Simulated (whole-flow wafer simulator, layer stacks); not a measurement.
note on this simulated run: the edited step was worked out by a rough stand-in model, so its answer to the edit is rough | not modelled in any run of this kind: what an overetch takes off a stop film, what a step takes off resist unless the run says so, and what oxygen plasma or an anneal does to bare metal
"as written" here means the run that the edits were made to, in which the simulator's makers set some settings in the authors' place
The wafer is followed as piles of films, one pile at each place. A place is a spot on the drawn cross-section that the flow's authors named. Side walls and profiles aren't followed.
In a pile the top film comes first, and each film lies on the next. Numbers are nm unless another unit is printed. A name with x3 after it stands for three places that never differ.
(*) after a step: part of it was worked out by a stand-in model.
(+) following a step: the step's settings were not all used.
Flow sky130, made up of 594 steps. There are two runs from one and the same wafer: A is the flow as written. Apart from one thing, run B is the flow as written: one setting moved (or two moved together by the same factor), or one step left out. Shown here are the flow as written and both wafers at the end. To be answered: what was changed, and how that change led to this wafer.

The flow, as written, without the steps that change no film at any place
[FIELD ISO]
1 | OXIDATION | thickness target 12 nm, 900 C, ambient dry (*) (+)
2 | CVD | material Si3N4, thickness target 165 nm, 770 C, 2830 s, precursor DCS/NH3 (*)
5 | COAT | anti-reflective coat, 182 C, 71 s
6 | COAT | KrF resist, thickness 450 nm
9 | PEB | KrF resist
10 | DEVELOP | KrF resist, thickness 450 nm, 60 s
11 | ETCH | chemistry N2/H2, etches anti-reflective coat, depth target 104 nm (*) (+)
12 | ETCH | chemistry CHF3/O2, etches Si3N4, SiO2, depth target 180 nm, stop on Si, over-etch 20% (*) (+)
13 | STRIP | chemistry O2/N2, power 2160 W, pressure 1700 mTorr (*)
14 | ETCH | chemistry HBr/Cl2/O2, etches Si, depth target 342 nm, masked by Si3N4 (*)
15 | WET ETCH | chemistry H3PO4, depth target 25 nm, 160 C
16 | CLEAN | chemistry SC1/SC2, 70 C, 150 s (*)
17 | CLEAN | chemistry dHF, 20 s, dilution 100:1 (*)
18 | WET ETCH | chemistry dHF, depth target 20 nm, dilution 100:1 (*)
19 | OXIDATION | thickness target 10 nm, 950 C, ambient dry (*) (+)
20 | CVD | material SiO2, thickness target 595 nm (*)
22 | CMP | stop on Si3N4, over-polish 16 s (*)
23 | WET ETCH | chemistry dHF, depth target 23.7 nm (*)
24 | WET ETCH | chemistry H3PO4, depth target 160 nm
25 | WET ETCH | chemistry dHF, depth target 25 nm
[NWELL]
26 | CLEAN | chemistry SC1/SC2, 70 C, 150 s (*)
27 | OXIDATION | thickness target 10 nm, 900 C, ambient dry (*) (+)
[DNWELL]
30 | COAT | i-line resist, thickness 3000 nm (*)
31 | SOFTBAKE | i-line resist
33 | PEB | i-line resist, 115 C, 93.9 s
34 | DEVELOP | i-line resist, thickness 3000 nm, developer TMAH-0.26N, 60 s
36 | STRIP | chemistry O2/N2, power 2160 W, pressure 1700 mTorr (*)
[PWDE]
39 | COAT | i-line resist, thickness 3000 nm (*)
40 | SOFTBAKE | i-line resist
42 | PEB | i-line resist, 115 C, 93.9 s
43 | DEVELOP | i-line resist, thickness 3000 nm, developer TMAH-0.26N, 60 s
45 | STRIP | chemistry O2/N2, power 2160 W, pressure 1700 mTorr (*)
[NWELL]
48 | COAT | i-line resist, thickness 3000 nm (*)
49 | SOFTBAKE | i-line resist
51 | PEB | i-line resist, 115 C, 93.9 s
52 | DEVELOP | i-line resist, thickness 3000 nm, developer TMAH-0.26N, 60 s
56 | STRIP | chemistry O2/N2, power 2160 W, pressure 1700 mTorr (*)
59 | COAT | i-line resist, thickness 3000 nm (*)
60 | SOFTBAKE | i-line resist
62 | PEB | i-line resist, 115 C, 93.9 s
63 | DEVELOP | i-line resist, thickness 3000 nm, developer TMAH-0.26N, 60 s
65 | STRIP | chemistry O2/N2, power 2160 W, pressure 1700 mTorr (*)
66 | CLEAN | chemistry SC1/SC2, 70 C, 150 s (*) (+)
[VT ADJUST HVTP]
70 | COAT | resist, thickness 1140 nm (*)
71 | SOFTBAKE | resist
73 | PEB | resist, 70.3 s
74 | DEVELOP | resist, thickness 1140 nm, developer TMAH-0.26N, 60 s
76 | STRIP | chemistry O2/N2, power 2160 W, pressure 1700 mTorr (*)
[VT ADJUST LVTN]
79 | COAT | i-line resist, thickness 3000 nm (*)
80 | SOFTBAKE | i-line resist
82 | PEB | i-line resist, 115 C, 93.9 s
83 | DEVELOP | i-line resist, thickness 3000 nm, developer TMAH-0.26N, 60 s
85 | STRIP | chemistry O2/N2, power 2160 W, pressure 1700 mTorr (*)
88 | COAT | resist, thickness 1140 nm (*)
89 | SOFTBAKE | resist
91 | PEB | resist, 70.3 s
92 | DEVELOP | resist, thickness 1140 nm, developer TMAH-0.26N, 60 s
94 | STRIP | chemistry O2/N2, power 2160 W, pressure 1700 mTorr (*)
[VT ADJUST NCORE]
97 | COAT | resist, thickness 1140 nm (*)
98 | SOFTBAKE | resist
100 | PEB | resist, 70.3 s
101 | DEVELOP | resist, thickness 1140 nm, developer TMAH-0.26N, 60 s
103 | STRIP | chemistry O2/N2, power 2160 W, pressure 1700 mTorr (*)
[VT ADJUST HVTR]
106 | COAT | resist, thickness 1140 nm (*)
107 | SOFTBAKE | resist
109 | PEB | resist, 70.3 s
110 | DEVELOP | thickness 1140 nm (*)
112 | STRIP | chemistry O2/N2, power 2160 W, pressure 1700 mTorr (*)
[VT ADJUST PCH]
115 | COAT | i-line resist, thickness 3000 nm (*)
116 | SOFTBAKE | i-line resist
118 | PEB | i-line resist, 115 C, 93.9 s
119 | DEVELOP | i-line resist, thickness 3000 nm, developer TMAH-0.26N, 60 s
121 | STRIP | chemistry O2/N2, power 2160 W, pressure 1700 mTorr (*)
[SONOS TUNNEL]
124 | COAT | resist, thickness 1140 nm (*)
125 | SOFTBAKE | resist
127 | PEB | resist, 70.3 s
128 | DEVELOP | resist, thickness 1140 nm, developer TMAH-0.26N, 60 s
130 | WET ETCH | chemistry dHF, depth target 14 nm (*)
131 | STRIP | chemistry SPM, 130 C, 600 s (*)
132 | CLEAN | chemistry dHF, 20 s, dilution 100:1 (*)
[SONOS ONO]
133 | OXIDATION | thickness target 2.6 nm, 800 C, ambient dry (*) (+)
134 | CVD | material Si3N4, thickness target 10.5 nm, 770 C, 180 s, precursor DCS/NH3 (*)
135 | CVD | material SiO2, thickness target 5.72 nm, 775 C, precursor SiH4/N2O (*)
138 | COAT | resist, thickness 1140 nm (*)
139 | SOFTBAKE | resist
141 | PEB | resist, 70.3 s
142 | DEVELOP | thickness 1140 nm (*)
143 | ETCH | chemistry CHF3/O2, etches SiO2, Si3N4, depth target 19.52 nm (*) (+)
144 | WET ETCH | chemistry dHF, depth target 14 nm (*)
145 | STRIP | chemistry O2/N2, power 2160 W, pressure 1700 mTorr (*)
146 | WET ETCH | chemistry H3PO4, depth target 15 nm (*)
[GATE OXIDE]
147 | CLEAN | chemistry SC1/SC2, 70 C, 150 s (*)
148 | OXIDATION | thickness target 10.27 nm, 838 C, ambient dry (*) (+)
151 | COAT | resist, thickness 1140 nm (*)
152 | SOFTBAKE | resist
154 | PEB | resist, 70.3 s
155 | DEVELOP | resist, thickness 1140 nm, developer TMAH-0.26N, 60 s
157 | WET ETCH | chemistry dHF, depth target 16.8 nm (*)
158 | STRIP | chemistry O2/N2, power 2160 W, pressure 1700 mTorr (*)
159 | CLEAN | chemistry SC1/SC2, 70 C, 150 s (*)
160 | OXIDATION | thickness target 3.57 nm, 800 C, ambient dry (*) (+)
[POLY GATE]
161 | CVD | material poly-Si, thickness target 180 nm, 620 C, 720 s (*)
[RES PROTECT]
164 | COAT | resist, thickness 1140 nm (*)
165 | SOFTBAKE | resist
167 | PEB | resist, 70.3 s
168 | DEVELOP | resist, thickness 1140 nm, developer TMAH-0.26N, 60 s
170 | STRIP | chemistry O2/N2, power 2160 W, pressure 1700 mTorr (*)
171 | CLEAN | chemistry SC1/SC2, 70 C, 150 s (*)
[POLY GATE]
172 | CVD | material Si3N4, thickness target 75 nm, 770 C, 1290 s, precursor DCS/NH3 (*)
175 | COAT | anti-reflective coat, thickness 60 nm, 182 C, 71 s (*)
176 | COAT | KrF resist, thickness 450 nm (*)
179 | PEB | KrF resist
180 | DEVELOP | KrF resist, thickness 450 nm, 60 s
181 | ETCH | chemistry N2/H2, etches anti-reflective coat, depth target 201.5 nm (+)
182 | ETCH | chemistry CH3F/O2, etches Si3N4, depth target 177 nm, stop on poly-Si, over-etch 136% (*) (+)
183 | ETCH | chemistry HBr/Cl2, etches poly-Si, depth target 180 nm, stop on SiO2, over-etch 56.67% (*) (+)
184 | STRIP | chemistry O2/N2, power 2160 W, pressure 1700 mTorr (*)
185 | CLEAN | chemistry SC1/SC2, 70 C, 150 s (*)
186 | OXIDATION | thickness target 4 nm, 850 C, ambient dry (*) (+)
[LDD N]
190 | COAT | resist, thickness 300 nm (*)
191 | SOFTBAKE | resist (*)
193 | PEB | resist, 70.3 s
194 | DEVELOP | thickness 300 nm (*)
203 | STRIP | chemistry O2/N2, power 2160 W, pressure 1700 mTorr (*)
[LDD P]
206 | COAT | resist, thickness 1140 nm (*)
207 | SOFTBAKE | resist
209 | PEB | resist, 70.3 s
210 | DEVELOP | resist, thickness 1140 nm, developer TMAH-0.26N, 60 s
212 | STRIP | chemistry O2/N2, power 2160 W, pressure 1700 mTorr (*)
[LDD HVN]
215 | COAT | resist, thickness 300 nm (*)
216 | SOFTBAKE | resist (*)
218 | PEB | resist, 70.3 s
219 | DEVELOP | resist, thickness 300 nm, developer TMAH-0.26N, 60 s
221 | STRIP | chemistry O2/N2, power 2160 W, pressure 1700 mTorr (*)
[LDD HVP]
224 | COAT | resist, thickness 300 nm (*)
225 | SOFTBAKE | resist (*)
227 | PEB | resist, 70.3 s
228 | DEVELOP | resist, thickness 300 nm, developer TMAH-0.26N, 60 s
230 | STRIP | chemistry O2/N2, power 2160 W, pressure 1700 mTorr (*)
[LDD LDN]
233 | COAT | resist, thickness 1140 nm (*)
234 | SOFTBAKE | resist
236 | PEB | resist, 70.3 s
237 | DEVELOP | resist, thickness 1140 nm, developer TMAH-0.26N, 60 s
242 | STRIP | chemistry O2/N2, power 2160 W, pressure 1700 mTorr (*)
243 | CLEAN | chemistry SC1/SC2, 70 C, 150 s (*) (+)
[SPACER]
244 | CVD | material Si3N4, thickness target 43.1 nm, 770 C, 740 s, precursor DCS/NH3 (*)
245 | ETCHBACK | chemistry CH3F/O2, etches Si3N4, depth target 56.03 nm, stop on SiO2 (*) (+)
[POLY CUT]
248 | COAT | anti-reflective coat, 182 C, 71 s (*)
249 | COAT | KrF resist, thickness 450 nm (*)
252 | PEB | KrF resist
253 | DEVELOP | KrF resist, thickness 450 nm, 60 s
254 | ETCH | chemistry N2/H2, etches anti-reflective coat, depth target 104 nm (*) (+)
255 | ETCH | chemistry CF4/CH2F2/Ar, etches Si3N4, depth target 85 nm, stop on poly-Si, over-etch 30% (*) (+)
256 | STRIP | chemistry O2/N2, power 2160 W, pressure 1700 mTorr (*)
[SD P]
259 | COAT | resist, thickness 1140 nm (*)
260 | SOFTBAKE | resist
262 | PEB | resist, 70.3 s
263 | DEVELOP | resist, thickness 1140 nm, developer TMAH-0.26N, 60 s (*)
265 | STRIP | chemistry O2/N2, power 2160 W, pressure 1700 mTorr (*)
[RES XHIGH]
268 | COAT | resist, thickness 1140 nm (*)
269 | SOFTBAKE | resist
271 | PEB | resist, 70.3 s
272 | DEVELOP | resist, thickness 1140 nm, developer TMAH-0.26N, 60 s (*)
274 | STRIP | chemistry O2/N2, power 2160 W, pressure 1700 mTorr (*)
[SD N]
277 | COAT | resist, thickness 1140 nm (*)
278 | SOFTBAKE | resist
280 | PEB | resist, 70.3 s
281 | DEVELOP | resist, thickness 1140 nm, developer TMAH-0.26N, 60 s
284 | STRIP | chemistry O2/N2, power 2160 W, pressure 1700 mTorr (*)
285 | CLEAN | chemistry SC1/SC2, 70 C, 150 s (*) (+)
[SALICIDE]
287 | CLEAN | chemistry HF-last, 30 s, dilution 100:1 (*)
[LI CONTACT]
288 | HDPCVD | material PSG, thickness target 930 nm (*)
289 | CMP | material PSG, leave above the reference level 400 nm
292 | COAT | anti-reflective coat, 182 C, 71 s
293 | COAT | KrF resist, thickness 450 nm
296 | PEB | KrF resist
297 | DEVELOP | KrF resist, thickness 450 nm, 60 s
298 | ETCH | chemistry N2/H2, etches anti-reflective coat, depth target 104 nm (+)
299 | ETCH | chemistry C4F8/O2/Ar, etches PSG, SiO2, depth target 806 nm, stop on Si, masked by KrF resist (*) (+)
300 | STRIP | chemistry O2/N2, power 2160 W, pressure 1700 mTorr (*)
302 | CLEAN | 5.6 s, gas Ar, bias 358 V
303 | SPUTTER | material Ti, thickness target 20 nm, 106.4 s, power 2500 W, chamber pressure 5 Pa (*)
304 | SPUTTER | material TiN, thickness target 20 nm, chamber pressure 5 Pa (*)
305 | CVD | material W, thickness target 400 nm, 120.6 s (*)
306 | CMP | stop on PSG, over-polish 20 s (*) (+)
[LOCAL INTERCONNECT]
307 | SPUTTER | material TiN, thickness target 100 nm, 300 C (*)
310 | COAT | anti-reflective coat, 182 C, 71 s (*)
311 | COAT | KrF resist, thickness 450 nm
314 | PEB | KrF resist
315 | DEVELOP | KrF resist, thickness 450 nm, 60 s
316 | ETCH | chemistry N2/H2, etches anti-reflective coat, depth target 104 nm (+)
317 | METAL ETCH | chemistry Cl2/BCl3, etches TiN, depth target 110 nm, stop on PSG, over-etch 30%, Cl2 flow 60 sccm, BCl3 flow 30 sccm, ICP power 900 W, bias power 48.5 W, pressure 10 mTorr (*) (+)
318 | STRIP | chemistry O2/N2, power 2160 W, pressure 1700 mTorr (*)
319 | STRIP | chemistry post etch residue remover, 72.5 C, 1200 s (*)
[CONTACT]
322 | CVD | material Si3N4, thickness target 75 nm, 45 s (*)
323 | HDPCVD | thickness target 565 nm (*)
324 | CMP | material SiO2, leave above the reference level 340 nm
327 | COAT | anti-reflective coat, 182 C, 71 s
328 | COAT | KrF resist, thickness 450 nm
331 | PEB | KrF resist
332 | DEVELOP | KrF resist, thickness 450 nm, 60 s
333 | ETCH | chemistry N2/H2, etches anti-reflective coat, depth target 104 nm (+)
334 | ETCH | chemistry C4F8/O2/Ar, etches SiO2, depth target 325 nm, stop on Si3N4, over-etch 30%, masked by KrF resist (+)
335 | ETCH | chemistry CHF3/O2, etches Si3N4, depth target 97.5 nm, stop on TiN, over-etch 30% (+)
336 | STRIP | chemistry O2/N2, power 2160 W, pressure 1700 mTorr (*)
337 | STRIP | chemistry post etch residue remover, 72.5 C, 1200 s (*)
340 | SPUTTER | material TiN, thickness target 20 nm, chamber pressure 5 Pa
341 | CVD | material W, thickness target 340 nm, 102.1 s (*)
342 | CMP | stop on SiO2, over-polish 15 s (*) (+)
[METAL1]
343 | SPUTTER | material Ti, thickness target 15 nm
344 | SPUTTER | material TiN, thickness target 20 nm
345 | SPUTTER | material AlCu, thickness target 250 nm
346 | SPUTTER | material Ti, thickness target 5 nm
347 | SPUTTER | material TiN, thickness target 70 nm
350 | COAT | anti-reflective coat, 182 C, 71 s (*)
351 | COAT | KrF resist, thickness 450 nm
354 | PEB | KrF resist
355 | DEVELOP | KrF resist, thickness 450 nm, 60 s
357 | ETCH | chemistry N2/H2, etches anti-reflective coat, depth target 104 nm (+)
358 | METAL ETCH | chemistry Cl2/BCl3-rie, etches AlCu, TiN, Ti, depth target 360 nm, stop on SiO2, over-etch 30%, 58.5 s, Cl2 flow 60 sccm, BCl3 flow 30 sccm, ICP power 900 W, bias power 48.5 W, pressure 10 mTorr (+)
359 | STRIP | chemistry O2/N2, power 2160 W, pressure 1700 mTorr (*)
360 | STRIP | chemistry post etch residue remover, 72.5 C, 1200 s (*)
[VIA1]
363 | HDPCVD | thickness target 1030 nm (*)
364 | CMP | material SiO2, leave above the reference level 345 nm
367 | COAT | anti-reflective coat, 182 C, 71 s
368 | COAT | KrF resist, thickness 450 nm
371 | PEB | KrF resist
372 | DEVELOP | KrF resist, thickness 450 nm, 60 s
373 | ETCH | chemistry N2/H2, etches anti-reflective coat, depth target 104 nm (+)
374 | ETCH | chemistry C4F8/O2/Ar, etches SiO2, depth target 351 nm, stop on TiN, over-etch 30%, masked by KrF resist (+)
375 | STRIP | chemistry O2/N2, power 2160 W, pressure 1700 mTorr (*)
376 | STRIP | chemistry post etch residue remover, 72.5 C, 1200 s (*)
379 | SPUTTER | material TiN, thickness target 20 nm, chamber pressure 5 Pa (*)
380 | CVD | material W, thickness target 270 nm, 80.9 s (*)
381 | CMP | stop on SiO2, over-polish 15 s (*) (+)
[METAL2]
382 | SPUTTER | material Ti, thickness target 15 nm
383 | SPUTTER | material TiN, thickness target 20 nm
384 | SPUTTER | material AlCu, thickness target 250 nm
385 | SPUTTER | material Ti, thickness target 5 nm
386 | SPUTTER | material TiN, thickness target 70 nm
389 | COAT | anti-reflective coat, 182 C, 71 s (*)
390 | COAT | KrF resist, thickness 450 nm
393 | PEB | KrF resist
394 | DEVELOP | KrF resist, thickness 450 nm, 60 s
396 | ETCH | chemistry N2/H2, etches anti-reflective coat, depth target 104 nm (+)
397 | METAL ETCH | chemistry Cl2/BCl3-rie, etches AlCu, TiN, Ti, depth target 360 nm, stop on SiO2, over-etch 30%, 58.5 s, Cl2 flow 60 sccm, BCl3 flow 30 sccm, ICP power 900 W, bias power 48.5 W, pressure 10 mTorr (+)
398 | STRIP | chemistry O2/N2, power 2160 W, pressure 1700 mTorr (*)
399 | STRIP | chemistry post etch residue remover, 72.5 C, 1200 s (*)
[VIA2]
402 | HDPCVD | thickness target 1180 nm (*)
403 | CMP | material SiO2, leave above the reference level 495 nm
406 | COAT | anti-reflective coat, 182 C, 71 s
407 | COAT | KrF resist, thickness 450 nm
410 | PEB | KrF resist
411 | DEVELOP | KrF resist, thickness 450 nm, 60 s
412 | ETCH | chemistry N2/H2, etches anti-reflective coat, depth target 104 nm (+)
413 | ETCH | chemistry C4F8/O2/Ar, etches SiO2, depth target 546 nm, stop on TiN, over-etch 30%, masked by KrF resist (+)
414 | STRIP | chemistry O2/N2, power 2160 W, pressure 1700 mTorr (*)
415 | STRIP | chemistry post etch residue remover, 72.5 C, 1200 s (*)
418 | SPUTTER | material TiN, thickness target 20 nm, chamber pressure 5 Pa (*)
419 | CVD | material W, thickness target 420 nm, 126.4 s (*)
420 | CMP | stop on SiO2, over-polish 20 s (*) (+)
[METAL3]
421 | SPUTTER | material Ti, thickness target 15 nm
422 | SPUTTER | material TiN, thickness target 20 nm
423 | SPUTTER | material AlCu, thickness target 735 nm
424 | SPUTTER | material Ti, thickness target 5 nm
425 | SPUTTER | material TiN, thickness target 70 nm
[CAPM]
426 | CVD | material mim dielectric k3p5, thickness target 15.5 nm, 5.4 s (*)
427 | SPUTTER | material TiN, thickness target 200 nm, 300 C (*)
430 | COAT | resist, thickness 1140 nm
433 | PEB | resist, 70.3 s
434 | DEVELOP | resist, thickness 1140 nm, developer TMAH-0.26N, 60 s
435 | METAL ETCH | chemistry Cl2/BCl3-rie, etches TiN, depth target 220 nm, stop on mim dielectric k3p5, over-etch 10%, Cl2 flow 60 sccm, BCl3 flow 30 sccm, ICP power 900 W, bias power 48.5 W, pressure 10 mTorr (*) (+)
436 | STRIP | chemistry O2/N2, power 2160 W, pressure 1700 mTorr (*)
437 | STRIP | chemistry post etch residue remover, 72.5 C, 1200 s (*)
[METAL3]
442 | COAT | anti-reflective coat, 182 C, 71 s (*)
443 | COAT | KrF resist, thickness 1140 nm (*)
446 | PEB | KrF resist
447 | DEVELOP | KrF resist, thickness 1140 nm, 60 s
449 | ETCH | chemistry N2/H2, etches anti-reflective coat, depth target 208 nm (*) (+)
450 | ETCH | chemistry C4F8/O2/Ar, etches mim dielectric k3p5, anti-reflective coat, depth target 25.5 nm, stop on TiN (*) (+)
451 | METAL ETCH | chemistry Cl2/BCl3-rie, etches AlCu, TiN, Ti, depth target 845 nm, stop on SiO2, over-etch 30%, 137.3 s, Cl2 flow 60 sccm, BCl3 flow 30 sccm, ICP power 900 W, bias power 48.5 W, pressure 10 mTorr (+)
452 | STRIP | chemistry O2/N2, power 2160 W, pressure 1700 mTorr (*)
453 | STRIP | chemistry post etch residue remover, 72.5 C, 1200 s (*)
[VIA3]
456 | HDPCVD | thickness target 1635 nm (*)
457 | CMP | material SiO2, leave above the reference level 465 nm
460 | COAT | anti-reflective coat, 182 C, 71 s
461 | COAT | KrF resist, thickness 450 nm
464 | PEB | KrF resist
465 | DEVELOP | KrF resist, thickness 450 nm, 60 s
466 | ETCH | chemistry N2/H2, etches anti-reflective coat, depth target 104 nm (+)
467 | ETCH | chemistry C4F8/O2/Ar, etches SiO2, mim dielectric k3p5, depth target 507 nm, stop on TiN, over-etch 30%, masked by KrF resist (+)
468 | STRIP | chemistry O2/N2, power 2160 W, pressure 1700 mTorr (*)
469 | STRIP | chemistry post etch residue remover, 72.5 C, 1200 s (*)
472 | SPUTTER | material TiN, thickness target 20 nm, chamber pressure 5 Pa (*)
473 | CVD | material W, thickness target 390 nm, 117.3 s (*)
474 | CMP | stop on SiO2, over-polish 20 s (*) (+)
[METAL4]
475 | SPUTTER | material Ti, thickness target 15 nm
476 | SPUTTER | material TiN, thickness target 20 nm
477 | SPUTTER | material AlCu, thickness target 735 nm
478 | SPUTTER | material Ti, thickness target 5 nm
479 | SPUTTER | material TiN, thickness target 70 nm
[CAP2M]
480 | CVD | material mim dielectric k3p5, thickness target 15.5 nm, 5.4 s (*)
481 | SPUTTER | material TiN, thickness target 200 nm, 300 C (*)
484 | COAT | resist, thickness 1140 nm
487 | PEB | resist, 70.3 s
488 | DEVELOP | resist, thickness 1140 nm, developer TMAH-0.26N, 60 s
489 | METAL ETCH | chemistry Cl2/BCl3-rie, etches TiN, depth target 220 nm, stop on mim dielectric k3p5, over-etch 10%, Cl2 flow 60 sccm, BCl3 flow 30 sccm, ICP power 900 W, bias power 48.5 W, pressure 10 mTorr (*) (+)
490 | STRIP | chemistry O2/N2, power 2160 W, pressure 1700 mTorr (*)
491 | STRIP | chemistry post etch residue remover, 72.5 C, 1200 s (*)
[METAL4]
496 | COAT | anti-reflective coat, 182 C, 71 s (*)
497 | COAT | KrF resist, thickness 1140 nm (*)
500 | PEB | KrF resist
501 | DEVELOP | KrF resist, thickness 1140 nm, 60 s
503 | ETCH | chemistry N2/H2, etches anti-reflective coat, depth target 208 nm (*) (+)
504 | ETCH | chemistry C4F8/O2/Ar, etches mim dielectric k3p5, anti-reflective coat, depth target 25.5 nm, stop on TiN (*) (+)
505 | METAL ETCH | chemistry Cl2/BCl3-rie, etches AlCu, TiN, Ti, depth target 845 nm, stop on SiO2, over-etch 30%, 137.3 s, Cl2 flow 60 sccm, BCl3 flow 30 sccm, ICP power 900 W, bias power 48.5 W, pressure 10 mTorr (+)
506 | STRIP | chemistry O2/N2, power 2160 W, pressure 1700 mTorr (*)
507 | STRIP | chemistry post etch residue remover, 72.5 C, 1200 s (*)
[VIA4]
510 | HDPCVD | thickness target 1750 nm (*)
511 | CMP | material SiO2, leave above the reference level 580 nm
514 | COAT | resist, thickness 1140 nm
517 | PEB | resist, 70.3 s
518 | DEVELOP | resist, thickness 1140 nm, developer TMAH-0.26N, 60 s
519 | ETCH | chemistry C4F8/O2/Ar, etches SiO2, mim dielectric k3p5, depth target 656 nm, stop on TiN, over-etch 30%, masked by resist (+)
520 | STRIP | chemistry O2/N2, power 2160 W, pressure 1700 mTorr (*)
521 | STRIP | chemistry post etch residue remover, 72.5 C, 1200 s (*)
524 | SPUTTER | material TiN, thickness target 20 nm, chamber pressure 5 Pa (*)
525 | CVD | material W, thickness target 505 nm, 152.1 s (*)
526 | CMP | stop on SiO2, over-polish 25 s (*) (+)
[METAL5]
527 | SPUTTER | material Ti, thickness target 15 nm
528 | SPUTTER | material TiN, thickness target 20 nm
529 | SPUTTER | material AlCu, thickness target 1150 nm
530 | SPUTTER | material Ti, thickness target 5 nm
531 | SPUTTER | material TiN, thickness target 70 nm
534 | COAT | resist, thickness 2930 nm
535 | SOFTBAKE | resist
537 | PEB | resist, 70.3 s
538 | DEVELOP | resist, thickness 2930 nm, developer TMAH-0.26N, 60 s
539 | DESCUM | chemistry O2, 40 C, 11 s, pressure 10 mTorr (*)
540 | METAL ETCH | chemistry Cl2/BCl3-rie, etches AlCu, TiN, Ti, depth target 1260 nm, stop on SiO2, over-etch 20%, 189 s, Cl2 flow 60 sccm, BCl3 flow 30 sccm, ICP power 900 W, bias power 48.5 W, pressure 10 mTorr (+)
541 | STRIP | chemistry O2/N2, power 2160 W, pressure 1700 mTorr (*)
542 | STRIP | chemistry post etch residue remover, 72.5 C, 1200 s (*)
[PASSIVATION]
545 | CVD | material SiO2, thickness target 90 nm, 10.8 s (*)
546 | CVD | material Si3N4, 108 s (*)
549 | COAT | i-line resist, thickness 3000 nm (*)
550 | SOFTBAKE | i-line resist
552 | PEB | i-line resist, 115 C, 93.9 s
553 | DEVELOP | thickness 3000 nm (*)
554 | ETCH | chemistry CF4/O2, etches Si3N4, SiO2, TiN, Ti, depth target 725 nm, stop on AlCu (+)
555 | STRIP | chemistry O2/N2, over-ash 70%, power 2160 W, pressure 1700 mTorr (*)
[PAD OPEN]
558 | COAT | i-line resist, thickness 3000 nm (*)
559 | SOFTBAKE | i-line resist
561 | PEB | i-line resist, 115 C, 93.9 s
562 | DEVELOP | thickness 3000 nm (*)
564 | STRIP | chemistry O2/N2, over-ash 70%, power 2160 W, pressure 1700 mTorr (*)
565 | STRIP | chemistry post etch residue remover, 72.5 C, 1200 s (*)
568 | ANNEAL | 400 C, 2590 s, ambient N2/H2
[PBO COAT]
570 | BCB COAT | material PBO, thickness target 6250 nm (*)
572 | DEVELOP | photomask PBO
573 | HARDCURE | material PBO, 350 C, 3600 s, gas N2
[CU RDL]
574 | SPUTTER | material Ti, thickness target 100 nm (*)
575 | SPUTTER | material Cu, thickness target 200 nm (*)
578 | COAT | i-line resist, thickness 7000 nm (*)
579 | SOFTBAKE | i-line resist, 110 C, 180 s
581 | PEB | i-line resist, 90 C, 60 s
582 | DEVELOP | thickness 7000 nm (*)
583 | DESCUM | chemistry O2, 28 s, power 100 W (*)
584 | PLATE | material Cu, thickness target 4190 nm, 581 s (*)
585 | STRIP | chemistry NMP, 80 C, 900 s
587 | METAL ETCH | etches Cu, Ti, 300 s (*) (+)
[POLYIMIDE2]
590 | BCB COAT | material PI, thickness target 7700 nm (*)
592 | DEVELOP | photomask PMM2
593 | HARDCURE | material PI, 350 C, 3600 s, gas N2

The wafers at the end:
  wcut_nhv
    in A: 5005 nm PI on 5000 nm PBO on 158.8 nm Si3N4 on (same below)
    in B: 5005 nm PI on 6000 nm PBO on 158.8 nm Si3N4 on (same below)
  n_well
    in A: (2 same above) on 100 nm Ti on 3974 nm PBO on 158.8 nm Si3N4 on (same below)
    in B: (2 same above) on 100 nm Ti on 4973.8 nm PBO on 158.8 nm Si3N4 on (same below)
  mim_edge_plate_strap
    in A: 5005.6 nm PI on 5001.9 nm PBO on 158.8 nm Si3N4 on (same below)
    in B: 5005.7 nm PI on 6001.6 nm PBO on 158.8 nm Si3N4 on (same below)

What caused this: step 570, BCB COAT: thickness target 7500 nm was run, while the flow as written has thickness target 6250 nm.

Step by step, how the change led to this:
  570 | BCB COAT | material PBO, thickness target 6250 nm (*)
      dice_street, vpp_sp, vpp_ln and 71 more: A PBO gains 6250 (new film) | B PBO gains 7500 (new film)
      iso_guard_nw, gate_hv_sd, gate_p_g5v0_sd, active_p_g5v0, spacer_p_g5v0, field_nw_hv: A PBO gains 6254.1 (new film) | B PBO gains 7503.6 (new film)
      (also at 113 further places)
  572 | DEVELOP | photomask PBO
      pad: A PBO loses 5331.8 (all of it) | B PBO loses 6581.5 (all of it)
  573 | HARDCURE | material PBO, 350 C, 3600 s, gas N2
      dice_street, vpp_sp, vpp_ln and 71 more: A PBO loses 1250 | B PBO loses 1500
      field, active, spacer, gate_lvt_sd, active_lvt, spacer_lvt: A PBO loses 1251 | B PBO loses 1501
      (also at 112 further places)
  578 | COAT | i-line resist, thickness 7000 nm (*)
      pad: A i-line resist gains 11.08 um (new film) | B i-line resist gains 12.08 um (new film)
  579 | SOFTBAKE | i-line resist, 110 C, 180 s
      iso_guard: A i-line resist gains 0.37 | B i-line resist loses 0.62
      npn_par_e: A i-line resist gains 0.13 | B i-line resist loses 0.79
      (also at 67 further places)
  582 | DEVELOP | thickness 7000 nm (*)
      pad: A i-line resist loses 11.08 um (all of it) | B i-line resist loses 12.08 um (all of it)
  590 | BCB COAT | material PI, thickness target 7700 nm (*)
      pad: A PI gains 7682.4 (new film) | B PI gains 8682.3 (new film)
  592 | DEVELOP | photomask PMM2
      pad: A PI loses 7682.4 (all of it) | B PI loses 8682.3 (all of it)
